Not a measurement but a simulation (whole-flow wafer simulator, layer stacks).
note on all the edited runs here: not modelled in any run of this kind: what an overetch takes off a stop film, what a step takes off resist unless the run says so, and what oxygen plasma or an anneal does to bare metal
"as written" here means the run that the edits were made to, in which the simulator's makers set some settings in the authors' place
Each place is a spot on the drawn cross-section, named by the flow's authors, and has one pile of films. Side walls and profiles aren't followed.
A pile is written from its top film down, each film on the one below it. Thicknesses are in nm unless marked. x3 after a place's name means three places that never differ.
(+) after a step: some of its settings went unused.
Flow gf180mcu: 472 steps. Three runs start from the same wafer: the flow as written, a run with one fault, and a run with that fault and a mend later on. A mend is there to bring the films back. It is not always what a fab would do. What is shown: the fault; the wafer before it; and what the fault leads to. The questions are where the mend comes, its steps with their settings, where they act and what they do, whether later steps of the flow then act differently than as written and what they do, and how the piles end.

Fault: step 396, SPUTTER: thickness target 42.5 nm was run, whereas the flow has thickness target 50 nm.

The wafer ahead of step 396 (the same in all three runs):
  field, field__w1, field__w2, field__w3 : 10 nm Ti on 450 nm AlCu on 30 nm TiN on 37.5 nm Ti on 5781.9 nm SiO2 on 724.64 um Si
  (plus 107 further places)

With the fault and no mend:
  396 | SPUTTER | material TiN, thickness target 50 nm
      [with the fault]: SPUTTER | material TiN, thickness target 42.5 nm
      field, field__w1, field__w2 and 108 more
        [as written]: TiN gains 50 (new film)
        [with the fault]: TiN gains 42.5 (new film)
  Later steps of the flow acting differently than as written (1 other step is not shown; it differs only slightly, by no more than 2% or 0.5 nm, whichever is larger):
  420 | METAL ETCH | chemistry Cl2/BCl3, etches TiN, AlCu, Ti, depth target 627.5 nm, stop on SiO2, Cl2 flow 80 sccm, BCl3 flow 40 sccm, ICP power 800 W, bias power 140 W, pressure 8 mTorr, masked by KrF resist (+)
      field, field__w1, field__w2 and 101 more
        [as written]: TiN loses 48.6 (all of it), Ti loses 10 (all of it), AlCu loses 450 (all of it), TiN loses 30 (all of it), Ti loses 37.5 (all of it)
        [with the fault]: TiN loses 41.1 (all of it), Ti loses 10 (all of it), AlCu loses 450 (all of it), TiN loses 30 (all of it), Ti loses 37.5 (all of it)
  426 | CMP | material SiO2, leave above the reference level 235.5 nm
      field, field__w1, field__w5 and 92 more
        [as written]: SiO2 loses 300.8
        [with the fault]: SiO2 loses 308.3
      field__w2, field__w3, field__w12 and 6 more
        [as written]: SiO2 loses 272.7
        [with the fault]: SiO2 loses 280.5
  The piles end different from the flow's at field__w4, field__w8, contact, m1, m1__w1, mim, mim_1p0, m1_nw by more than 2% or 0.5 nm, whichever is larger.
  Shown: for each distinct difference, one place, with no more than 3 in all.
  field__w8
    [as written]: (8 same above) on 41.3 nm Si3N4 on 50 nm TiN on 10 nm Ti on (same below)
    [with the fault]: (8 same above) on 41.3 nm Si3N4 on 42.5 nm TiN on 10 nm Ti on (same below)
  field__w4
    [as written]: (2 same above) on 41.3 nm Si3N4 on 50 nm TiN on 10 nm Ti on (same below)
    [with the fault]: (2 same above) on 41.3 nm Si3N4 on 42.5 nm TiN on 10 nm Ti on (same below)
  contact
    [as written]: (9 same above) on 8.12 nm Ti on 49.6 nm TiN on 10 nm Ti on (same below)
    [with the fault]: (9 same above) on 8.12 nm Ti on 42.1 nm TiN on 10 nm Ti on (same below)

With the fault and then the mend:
  After step 396 comes the mend.
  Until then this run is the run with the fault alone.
  396a | SPUTTER | material TiN, thickness target 7.5 nm (a further turn of the flow's step 396, with different settings)
      field, field__w1, field__w2 and 108 more
        TiN gains 7.5
  None of the later steps of the flow acts differently than as written at any place that is followed.
  By the end, the piles equal the flow's at every place that both follow.
